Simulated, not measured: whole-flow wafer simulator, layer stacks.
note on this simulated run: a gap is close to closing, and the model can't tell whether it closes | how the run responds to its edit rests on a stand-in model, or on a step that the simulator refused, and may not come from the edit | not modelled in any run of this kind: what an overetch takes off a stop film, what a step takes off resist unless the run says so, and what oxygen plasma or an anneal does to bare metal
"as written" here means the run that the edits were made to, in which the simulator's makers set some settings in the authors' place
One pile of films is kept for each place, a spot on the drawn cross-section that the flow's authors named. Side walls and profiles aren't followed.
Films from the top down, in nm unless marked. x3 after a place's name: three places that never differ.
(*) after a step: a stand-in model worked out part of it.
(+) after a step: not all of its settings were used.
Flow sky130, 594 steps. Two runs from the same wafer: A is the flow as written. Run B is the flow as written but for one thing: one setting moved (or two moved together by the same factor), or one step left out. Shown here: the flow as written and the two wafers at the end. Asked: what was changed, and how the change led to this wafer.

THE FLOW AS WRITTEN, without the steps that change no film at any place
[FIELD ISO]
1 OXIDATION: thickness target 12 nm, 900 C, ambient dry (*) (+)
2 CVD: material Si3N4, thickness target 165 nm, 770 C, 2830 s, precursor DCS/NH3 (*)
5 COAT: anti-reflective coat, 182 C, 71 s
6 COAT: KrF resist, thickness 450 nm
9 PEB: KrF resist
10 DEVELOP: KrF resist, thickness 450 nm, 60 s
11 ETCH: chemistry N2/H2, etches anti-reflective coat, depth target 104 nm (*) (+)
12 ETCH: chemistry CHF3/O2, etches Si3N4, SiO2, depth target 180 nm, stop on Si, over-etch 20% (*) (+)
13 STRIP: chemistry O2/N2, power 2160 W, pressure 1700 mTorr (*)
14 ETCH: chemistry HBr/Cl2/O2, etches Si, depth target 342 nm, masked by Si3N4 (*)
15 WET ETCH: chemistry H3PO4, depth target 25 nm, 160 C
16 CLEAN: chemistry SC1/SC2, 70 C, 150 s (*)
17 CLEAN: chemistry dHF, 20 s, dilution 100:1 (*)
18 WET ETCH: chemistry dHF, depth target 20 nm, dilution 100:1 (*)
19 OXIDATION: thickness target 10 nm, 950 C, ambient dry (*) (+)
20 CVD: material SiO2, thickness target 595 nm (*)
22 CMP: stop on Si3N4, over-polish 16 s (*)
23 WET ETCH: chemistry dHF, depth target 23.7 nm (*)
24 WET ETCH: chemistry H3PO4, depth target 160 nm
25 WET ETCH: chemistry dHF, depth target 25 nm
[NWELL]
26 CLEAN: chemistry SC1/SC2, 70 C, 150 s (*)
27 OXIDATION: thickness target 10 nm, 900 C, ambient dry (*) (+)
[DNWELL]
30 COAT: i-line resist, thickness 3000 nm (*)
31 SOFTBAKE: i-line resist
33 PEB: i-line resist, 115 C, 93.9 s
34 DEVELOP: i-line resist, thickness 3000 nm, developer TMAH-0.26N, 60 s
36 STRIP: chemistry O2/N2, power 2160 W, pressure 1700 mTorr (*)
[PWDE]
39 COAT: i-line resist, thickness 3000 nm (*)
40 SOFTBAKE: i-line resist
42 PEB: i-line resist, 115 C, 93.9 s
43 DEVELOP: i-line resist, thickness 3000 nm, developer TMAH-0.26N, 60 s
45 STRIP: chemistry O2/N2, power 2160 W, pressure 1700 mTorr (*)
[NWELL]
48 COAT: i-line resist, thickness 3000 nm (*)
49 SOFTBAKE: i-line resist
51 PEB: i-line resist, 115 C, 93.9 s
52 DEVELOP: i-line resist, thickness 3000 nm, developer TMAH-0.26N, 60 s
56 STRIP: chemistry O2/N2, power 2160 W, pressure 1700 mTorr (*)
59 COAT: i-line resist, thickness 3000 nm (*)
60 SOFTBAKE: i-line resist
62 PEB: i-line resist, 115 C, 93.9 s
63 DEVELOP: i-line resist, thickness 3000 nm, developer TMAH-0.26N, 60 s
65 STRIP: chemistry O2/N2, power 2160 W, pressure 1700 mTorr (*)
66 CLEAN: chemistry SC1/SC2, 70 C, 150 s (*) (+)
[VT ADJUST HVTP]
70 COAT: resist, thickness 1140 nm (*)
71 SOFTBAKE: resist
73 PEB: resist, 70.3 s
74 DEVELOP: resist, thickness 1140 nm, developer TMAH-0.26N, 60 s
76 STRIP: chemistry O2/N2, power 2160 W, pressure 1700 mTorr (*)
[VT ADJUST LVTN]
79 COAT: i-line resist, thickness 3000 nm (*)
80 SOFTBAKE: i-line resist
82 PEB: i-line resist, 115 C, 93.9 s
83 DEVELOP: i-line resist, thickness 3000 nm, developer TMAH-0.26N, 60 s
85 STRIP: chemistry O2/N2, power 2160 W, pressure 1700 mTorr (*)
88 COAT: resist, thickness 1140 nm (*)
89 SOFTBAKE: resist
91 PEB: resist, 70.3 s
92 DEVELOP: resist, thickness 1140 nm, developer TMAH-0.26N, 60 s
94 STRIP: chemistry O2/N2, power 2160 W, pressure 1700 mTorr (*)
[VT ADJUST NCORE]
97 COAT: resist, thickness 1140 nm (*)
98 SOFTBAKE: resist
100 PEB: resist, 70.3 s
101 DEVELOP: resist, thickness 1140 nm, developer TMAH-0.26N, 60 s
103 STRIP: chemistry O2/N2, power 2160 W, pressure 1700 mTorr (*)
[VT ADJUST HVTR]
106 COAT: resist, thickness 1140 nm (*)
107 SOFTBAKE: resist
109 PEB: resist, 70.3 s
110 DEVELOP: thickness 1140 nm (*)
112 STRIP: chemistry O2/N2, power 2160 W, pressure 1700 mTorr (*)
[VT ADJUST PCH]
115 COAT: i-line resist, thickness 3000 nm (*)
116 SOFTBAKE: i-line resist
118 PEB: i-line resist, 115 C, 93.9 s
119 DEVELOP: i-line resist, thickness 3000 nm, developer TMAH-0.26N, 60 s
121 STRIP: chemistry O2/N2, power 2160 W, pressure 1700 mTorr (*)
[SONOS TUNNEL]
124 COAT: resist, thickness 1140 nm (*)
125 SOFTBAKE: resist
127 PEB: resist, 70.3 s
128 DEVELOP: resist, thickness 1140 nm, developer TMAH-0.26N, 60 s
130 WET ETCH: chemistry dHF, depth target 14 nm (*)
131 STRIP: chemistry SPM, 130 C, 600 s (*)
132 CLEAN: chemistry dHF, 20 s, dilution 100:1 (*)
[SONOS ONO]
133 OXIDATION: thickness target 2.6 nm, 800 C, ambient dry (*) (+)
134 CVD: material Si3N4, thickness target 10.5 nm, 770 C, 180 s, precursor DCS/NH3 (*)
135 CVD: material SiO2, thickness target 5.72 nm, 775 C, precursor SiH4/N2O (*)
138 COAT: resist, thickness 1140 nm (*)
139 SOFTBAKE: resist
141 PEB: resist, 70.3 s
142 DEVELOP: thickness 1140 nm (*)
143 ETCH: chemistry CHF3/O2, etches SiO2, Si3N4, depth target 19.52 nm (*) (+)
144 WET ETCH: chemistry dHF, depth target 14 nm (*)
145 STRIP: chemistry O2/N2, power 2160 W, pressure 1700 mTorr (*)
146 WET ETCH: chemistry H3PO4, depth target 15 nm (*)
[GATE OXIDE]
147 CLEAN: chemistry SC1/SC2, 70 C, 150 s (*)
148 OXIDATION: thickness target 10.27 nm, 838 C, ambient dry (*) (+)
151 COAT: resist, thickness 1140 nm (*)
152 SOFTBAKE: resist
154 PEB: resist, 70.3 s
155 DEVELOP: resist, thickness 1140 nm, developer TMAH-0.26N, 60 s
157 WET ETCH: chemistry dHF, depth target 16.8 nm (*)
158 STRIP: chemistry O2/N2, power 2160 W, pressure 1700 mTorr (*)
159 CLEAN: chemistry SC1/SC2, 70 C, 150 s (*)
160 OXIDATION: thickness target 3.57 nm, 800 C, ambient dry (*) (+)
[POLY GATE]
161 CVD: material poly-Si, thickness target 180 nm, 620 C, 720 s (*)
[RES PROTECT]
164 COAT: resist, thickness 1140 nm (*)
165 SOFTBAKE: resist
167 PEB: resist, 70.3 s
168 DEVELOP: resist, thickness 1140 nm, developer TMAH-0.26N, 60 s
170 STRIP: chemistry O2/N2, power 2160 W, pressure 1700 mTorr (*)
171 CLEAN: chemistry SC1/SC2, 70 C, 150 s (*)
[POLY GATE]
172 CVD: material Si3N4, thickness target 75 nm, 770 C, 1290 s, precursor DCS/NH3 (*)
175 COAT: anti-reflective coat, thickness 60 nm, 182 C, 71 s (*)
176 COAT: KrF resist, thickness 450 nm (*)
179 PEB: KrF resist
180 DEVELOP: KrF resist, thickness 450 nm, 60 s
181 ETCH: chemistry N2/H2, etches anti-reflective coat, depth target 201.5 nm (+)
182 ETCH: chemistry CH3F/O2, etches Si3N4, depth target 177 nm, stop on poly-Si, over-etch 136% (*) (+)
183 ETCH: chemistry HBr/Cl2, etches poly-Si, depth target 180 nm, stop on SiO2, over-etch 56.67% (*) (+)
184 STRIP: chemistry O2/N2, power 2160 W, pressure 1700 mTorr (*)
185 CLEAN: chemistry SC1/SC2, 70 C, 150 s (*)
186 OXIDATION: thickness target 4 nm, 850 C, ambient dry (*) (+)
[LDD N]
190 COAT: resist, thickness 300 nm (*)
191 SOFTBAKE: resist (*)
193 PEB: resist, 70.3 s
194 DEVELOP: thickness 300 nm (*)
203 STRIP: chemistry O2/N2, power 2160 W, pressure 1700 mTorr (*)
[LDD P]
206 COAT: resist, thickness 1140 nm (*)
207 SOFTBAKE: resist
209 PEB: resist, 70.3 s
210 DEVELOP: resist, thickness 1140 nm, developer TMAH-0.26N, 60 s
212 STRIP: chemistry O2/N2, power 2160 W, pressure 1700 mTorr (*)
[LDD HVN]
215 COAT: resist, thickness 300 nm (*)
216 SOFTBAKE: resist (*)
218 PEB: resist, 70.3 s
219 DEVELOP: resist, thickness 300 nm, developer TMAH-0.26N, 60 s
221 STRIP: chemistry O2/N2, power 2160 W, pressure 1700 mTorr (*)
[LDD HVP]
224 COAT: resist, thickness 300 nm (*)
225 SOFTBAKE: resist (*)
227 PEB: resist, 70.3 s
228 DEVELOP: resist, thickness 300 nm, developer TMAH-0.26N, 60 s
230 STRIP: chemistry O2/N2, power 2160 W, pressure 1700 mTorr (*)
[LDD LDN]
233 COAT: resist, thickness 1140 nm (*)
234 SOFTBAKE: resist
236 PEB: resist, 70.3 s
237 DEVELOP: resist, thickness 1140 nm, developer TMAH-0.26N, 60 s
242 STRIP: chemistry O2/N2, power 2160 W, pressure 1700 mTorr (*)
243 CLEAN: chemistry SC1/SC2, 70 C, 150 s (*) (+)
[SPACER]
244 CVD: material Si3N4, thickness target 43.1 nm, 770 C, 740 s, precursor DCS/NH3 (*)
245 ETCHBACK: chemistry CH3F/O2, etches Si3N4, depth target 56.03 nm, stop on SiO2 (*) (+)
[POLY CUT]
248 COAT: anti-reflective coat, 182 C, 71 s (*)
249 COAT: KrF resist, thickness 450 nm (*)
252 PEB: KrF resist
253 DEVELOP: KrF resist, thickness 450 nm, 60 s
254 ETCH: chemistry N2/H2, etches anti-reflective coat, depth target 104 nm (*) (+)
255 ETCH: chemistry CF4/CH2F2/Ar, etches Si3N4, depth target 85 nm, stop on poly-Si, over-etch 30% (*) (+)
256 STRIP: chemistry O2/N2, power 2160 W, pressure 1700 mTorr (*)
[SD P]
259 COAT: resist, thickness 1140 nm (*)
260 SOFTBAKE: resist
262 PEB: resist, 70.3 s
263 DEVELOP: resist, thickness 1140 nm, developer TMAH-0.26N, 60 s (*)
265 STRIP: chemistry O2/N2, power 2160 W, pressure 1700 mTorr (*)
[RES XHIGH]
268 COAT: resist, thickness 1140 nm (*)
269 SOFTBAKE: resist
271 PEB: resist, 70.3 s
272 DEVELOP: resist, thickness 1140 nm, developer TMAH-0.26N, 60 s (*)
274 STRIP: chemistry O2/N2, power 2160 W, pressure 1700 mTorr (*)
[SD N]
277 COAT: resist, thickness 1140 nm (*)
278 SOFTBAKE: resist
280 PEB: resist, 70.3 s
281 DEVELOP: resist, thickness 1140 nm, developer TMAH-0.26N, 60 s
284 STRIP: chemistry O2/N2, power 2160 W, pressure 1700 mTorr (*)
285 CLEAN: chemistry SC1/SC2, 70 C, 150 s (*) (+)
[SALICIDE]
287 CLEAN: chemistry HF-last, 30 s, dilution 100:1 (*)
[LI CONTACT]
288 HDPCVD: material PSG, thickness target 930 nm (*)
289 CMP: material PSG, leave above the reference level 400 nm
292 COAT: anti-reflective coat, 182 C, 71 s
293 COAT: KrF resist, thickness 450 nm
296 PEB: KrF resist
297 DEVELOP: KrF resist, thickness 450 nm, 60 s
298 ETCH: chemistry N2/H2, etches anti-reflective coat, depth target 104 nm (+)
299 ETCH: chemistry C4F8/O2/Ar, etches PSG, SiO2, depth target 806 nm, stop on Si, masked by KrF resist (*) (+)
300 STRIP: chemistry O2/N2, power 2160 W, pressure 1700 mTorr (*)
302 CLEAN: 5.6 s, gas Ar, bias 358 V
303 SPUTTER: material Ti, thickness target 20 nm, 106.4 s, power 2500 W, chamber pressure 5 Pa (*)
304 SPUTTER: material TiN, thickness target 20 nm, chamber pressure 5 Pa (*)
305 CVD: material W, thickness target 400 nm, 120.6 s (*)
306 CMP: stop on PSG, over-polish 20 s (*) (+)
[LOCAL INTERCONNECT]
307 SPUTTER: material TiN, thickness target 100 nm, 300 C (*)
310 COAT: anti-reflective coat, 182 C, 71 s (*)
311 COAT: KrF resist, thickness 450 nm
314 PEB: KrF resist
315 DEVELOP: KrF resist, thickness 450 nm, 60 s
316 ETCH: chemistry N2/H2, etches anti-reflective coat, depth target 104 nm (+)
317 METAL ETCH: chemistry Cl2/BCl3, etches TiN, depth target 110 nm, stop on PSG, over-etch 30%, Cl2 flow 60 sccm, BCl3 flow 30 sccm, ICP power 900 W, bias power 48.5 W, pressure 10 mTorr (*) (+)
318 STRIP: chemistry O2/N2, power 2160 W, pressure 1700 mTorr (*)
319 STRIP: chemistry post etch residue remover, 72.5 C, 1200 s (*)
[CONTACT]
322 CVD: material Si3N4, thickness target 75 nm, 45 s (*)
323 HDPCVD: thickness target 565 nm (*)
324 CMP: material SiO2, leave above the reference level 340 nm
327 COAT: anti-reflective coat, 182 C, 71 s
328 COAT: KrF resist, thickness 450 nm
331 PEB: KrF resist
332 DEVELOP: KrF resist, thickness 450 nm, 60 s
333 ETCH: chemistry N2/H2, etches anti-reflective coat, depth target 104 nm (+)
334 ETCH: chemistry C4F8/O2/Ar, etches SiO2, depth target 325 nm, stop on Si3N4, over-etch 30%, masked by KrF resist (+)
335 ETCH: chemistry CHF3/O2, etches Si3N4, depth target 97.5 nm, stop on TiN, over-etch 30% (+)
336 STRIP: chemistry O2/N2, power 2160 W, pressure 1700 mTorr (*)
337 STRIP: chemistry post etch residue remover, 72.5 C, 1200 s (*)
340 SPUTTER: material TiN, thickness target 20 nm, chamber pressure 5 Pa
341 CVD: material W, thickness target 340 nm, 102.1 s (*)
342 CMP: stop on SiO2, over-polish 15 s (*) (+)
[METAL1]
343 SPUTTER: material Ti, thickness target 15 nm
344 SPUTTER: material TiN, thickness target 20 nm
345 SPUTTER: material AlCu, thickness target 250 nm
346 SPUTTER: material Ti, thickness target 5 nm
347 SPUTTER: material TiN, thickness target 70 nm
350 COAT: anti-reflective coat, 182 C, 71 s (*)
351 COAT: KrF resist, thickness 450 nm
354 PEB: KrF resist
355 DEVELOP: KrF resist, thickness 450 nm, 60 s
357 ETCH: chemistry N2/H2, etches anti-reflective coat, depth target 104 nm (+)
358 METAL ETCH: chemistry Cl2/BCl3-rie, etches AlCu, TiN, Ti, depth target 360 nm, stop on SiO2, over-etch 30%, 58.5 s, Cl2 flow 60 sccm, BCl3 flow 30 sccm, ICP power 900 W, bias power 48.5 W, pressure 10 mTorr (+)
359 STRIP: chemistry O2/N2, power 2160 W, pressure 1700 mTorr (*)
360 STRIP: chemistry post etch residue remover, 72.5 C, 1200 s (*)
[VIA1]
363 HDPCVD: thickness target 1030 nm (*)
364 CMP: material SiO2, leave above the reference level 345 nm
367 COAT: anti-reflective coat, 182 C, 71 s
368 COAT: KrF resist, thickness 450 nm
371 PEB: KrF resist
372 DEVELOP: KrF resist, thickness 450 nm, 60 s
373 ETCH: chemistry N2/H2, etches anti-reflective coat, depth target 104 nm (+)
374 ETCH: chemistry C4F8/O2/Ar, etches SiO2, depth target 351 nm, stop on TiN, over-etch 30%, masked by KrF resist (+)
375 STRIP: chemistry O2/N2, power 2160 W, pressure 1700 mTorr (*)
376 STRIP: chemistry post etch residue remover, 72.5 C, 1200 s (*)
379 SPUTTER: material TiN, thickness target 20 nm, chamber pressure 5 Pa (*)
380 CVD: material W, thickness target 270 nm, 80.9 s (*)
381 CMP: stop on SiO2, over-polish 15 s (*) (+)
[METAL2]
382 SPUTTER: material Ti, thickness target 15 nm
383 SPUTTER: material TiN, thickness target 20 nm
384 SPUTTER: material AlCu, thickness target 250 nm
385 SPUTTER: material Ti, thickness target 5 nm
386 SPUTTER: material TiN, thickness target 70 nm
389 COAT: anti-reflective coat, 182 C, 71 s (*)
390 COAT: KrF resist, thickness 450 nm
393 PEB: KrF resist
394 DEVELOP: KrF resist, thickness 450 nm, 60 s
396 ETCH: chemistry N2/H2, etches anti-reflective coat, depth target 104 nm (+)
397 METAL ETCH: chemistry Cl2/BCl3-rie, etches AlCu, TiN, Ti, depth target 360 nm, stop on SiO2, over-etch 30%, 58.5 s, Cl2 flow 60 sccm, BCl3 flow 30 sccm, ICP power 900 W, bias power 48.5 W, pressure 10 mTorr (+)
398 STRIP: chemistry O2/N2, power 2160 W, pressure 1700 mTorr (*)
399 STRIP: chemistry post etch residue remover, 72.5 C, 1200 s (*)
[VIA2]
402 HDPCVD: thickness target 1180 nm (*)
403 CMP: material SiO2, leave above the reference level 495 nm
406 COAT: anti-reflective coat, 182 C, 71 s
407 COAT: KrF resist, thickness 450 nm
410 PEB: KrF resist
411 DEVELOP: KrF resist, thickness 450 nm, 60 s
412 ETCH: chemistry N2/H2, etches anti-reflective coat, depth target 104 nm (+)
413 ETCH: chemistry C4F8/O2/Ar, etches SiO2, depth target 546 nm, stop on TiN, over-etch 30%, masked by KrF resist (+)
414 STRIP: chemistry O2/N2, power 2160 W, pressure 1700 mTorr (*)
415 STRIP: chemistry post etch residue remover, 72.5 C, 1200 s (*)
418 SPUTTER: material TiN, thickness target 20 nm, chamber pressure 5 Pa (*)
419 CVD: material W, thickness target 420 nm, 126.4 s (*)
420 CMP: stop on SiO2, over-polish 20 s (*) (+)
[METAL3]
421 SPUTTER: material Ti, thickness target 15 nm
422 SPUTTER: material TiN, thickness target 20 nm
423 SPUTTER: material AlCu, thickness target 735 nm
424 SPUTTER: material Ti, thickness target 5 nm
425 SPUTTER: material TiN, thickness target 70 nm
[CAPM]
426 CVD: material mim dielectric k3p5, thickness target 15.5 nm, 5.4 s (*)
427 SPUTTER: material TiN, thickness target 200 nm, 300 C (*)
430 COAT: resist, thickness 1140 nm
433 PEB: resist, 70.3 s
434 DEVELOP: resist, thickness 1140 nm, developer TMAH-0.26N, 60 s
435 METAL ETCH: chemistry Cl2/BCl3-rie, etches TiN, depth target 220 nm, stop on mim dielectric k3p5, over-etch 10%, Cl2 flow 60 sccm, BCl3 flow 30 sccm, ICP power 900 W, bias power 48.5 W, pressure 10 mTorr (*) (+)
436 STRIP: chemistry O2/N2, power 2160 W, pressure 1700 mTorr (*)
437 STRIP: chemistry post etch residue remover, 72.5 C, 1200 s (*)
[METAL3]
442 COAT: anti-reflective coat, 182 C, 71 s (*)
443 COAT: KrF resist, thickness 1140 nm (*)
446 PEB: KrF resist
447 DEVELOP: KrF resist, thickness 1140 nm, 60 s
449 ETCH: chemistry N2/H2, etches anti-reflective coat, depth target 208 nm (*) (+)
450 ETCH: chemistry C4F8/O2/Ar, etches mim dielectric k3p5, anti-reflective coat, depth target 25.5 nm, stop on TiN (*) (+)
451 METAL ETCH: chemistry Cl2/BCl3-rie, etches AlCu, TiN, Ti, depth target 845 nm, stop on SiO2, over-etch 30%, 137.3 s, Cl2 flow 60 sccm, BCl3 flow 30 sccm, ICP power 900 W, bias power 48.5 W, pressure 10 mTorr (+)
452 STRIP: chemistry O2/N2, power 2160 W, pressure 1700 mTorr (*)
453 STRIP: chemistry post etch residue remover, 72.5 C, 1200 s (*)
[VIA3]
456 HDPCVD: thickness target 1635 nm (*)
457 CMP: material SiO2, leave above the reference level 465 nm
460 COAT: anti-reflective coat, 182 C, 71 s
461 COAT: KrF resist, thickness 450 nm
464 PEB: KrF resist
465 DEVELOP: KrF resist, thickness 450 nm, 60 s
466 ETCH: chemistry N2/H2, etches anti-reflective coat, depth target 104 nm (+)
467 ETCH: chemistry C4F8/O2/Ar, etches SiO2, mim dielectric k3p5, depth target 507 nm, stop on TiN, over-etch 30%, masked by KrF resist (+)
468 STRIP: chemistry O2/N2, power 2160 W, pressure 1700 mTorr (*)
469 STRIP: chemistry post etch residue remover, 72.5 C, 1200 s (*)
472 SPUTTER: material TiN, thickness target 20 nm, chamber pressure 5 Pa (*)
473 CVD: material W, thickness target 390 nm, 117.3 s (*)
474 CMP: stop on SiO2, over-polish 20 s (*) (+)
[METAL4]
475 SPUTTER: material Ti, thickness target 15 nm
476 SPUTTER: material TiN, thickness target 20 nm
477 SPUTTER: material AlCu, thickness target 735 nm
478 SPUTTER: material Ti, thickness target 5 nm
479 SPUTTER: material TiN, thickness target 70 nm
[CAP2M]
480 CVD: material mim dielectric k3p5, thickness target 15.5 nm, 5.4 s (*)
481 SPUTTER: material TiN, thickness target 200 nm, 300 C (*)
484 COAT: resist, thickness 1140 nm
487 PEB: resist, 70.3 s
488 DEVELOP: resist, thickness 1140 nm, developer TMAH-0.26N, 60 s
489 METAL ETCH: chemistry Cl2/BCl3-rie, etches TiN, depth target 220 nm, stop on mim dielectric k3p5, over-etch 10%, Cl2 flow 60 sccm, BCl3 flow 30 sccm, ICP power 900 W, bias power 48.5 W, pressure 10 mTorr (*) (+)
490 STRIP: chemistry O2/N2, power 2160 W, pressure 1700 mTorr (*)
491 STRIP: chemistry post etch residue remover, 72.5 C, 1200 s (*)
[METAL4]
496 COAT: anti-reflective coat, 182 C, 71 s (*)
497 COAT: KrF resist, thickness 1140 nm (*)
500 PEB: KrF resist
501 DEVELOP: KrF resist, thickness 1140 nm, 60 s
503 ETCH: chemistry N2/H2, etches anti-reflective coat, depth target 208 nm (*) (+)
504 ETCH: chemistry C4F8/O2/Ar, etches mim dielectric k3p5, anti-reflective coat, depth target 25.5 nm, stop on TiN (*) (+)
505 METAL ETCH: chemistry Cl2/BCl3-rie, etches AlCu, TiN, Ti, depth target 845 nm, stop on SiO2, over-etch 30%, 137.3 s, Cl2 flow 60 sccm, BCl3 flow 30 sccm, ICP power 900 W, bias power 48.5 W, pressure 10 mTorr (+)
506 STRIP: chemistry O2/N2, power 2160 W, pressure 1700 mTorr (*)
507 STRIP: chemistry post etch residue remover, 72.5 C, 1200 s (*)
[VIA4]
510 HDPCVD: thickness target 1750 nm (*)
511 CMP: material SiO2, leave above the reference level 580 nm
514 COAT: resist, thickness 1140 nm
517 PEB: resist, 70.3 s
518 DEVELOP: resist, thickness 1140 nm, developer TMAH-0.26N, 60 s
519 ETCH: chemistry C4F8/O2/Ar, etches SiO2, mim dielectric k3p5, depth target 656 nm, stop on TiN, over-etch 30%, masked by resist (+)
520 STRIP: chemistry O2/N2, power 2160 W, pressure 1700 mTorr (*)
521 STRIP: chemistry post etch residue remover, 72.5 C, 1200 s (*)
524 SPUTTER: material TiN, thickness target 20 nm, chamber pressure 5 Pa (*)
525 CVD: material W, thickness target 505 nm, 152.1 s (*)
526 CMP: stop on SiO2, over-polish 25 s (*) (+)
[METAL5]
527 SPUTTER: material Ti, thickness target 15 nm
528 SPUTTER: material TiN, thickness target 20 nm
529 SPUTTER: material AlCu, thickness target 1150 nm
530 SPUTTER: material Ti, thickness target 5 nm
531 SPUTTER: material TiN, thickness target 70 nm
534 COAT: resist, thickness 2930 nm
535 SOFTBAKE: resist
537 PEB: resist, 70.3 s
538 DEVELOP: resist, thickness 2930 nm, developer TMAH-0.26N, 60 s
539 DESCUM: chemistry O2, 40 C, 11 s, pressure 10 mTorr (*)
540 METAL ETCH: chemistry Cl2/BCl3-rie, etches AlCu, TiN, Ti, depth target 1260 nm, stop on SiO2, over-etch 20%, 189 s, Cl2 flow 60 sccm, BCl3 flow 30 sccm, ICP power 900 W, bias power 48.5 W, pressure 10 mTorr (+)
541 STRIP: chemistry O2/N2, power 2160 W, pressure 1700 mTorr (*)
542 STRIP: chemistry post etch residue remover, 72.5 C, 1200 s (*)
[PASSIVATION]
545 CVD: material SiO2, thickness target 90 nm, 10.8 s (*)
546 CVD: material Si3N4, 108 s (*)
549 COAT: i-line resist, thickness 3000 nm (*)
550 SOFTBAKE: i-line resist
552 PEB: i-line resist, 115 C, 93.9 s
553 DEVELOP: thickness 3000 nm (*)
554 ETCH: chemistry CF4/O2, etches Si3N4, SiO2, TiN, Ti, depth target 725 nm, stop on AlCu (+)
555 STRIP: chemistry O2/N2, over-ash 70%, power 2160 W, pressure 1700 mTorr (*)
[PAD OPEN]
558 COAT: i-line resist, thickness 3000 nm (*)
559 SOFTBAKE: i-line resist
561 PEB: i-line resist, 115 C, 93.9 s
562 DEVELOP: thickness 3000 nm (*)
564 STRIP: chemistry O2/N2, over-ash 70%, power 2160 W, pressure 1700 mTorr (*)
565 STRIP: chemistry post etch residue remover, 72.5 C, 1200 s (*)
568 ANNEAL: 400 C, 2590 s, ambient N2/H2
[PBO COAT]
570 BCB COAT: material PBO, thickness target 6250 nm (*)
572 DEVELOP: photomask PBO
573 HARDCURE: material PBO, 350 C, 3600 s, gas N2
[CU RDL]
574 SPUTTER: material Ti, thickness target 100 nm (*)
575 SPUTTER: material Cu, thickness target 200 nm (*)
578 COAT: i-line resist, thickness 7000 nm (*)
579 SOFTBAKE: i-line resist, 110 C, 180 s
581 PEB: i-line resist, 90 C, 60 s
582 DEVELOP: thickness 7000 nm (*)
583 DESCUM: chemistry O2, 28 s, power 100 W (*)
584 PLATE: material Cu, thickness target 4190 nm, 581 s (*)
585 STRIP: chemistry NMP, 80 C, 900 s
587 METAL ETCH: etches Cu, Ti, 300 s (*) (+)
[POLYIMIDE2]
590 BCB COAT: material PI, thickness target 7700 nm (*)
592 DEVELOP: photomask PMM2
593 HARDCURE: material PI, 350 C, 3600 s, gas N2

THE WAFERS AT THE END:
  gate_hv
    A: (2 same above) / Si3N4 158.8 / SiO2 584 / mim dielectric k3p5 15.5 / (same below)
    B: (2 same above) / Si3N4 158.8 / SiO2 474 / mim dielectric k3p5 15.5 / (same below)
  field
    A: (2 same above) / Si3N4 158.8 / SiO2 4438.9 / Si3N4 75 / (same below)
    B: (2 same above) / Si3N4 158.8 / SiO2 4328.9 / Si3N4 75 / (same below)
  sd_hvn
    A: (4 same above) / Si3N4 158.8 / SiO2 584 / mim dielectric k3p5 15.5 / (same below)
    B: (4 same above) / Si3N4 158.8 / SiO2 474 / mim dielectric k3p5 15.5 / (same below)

The cause: step 511, CMP: leave above the reference level 470 nm was run, where the flow has leave above the reference level 580 nm.

How the change led to this, step by step:
  511 CMP: material SiO2, leave above the reference level 580 nm
      n_well, p_well, gate_hv and 99 more: A SiO2 -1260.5 | B SiO2 -1370.5
      field, active, gate and 77 more: A SiO2 -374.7 | B SiO2 -484.7
      (and at 11 more places)
  519 ETCH: chemistry C4F8/O2/Ar, etches SiO2, mim dielectric k3p5, depth target 656 nm, stop on TiN, over-etch 30%, masked by resist (+)
      field, active, n_well and 188 more: A resist -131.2 | B resist -102.9
      m1: A SiO2 -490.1 (all of it), mim dielectric k3p5 -15.5 (all of it) | B SiO2 -380.1 (all of it), mim dielectric k3p5 -15.5 (all of it)
      (and at 1 more place)
  520 STRIP: chemistry O2/N2, power 2160 W, pressure 1700 mTorr (*)
      field, active, n_well and 188 more: A resist -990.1 (all of it) | B resist -1018.4 (all of it)
  524 SPUTTER: material TiN, thickness target 20 nm, chamber pressure 5 Pa (*)
      m1, via4_hole: A TiN +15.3 | B TiN +16
  525 CVD: material W, thickness target 505 nm, 152.1 s (*)
      m1: A W +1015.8 (new film) | B W +905 (new film)
      via4_hole: A W +1015.2 (new film) | B W +708.5 (new film)
  526 CMP: stop on SiO2, over-polish 25 s (*) (+)
      via4_hole: A W -532.7 | B W -336.8
